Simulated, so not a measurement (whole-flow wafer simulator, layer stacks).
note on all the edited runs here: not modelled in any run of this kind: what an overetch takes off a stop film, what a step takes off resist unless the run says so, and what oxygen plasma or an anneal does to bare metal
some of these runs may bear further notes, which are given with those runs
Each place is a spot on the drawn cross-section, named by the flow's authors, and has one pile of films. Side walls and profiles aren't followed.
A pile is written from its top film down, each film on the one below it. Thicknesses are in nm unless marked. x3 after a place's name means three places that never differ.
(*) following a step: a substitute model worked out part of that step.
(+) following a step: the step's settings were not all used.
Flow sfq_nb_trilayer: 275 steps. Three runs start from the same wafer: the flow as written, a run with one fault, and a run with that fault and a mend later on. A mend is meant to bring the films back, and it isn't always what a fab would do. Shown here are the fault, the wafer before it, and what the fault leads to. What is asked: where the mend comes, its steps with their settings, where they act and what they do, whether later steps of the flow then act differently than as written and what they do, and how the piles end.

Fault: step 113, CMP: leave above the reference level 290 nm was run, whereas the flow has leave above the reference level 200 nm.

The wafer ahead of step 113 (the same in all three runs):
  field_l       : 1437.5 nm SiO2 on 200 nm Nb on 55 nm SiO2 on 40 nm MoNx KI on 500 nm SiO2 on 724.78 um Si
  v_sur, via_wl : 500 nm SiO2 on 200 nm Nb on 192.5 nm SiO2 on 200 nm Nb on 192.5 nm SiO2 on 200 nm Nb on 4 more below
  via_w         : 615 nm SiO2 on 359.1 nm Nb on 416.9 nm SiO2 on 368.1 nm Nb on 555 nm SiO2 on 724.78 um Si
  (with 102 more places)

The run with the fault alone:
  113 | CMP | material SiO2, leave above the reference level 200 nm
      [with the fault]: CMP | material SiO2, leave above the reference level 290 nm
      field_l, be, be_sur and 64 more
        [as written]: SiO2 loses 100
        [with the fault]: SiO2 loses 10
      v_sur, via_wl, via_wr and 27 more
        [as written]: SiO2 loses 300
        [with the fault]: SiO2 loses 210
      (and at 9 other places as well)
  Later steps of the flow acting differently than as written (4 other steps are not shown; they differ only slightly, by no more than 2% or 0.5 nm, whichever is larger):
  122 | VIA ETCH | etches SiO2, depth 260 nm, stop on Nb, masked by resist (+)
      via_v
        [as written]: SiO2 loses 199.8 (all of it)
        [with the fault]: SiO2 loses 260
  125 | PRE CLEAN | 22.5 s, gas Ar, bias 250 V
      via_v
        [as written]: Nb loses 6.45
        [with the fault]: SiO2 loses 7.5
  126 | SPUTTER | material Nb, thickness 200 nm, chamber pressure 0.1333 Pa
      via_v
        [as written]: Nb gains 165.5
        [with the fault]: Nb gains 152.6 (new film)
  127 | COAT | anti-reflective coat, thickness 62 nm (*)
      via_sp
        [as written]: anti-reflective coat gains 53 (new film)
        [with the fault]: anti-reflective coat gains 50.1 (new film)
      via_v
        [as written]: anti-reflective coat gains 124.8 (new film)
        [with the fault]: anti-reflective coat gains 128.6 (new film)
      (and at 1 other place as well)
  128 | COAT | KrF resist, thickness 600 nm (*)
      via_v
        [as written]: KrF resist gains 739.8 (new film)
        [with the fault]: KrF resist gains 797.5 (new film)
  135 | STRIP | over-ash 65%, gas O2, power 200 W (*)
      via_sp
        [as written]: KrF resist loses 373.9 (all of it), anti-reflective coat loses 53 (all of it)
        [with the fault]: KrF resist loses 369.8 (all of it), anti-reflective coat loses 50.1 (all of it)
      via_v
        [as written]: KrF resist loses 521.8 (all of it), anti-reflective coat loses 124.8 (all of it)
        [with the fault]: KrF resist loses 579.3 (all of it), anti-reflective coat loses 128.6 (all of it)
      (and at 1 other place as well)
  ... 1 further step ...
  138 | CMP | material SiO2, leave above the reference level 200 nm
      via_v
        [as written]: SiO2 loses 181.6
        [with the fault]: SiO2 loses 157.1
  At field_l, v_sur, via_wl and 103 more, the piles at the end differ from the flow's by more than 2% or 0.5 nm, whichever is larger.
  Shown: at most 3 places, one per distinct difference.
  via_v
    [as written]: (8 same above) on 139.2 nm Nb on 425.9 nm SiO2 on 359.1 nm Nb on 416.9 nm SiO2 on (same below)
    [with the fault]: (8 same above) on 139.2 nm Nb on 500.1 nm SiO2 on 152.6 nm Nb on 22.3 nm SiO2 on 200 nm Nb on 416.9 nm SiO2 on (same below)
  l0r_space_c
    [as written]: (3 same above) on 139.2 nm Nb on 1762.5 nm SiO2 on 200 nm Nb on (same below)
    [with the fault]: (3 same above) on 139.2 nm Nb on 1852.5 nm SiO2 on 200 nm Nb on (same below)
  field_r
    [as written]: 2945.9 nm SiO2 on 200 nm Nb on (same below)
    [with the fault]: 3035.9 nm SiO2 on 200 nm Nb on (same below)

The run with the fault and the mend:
  The mend stands after step 114.
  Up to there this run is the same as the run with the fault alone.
  114a | CMP | material SiO2, leave above the reference level 200 nm (a further turn of the flow's step 113)
      field_l, v_sur, via_wl and 103 more
        SiO2 loses 90
  Every later step of the flow that is run acts as written at every place that is followed.
  By the end, the piles equal the flow's at every place that both follow.
